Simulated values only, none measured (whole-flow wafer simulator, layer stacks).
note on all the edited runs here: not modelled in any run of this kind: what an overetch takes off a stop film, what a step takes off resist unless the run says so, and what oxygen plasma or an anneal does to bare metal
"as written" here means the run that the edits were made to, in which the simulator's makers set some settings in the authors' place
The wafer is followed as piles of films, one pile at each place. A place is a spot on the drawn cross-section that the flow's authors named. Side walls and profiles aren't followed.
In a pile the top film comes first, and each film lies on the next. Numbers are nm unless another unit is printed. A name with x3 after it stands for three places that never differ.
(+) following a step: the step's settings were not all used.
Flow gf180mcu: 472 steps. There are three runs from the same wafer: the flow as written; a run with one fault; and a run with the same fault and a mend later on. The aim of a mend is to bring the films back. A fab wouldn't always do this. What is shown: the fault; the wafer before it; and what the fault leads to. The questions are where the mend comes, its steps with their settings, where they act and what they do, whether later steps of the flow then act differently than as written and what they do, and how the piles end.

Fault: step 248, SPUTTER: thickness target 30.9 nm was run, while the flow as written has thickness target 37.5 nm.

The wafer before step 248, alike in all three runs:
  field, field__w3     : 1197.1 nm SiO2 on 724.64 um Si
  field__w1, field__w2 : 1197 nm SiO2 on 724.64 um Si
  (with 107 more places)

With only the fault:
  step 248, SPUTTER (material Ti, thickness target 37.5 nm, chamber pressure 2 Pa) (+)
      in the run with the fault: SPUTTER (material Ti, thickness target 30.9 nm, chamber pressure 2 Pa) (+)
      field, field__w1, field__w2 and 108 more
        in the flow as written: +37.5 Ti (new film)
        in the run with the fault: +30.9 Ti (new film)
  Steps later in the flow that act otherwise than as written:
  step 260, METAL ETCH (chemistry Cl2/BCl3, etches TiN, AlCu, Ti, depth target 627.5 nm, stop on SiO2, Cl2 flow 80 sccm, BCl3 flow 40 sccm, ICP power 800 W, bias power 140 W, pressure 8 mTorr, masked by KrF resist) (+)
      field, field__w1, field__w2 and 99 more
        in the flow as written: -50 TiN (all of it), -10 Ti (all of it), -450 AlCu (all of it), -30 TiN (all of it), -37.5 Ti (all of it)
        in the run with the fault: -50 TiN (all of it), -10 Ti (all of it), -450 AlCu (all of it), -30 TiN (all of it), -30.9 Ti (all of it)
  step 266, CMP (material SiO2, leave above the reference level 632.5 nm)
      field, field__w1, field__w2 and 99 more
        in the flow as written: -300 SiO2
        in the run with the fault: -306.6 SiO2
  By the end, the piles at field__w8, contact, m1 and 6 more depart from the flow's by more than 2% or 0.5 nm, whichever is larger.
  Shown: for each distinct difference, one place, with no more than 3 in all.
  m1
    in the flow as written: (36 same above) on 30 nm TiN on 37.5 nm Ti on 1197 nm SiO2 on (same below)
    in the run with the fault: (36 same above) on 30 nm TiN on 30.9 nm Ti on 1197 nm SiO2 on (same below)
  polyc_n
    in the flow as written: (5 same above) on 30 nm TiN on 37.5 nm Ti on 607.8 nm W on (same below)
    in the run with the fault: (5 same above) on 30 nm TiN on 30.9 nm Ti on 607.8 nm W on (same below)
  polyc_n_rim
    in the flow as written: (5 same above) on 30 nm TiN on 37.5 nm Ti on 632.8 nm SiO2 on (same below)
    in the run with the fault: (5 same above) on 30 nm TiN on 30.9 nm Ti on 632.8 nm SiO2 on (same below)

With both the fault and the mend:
  After step 248 comes the mend.
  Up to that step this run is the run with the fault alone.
  step 248a, SPUTTER (material Ti, thickness target 6.6 nm, chamber pressure 2 Pa) (+) (the flow's step 248 again, with other settings)
      field, field__w1, field__w2 and 108 more
        +6.6 Ti
  None of the later steps of the flow acts differently than as written at any place that is followed.
  The piles end the same as the flow's at every place that both follow.
